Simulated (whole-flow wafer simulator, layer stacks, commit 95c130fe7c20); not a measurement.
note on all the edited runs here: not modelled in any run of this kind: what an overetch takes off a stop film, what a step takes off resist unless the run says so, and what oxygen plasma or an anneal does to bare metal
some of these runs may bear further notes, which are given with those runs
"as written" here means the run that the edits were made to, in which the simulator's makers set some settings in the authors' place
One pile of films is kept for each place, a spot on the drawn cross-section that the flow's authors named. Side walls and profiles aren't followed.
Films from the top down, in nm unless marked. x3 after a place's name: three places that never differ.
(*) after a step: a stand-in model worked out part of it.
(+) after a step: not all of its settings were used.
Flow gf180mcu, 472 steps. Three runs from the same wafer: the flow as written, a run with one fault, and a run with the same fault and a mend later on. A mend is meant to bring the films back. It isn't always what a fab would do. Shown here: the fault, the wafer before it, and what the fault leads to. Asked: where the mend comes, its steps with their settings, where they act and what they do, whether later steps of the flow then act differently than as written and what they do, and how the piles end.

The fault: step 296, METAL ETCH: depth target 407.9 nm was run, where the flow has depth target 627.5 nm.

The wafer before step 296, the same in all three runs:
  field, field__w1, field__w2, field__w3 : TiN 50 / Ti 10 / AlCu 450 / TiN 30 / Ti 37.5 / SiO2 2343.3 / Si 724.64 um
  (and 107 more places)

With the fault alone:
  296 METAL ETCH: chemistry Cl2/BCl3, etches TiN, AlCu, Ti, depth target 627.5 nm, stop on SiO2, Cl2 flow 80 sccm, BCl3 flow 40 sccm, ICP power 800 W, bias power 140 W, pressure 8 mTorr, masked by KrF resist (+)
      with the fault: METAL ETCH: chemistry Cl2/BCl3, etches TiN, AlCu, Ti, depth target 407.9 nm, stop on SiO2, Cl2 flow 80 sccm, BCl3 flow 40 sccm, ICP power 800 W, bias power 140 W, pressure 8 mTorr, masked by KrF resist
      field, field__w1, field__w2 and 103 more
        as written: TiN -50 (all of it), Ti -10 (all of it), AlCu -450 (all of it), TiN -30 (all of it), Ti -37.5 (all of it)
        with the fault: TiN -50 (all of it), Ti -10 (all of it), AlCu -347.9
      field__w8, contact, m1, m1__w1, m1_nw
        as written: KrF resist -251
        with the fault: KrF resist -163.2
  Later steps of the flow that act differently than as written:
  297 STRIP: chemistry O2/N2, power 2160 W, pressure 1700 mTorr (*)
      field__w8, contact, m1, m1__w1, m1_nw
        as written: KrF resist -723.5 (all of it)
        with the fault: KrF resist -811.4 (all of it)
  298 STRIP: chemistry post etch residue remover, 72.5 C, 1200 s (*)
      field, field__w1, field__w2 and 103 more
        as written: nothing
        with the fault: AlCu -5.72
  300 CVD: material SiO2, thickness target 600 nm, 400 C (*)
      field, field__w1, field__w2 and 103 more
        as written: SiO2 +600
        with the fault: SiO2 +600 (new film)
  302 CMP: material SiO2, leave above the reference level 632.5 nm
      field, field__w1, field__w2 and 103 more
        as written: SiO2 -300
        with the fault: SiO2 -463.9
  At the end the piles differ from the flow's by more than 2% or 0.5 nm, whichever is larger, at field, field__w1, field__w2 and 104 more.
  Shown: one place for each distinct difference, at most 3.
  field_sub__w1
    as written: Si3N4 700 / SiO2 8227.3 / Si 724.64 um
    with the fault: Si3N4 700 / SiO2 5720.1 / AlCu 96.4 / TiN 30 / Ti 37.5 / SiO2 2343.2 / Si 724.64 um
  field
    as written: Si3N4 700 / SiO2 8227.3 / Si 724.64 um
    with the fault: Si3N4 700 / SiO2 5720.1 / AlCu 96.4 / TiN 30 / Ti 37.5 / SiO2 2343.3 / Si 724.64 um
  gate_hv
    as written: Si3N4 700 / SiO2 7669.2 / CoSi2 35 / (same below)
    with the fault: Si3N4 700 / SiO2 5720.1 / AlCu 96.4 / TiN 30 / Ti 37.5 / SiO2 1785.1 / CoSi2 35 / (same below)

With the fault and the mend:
  The mend comes after step 298.
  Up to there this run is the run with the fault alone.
  298a DEHYDRATE: 200 C, 60 s (the flow's step 289 once more)
      changes no film at any place that is followed
  298b HMDS: 120 C, 60 s (the flow's step 290 once more)
      changes no film at any place that is followed
  298c COAT: KrF resist, thickness 1000 nm (*) (the flow's step 291 once more)
      iso_ptap_pw, iso_ntap_nw, iso_nw_fld and 33 more
        KrF resist +1000 (new film)
      field__w5, field__w9, field_sub and 13 more
        KrF resist +1002.7 (new film)
      field_sub__w2, field_sub__w4, ld_drn_n and 9 more
        KrF resist +1002.6 (new film)
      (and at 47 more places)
  298d SOFTBAKE: KrF resist (the flow's step 292 once more)
      changes no film at any place that is followed
  298e EXPOSE: photomask Metal2 (the flow's step 293 once more)
      changes no film at any place that is followed
  298f PEB: KrF resist, 135 C, 90 s (the flow's step 294 once more)
      field__w1, field__w2, field__w3 and 56 more
        KrF resist -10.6
      iso_ptap_pw, iso_ntap_nw, iso_nw_fld and 33 more
        KrF resist -10.5
      gate_hv, sd_p, nw_sep_fld, polyc_n, polyc_n_rim
        KrF resist -10.7
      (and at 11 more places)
  298g DEVELOP: thickness 1000 nm, 60 s (the flow's step 295 once more)
      iso_ptap_pw, iso_ntap_nw, iso_nw_fld and 33 more
        KrF resist -989.5 (all of it)
      field__w2, field__w3, field__w12 and 12 more
        KrF resist -992.2 (all of it)
      field_sub__w2, field_sub__w4, ld_drn_n and 7 more
        KrF resist -992 (all of it)
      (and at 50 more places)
  298h METAL ETCH: chemistry Cl2/BCl3, etches TiN, AlCu, Ti, depth target 219.6 nm, stop on SiO2, Cl2 flow 80 sccm, BCl3 flow 40 sccm, ICP power 800 W, bias power 140 W, pressure 8 mTorr, masked by KrF resist (+) (the flow's step 296 once more, with other settings)
      field, field__w1, field__w2 and 103 more
        AlCu -96.4 (all of it), TiN -30 (all of it), Ti -37.5 (all of it)
      field__w8, contact, m1, m1__w1, m1_nw
        KrF resist -87.8
  298i STRIP: chemistry O2/N2, power 2160 W, pressure 1700 mTorr (*) (the flow's step 297 once more)
      field__w8
        KrF resist -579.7 (all of it)
      contact
        KrF resist -577.7 (all of it)
      m1
        KrF resist -580.1 (all of it)
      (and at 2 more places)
  298j STRIP: chemistry post etch residue remover, 72.5 C, 1200 s (*) (the flow's step 298 once more)
      field__w8, contact, m1, m1__w1, m1_nw
        TiN -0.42
  No later step of the flow acts differently than as written, at any place that is followed, by more than 2% or 0.5 nm, whichever is larger.
  At the end the piles differ from the flow's only slightly at the places that both follow, by at most 2% or 0.5 nm, whichever is larger.
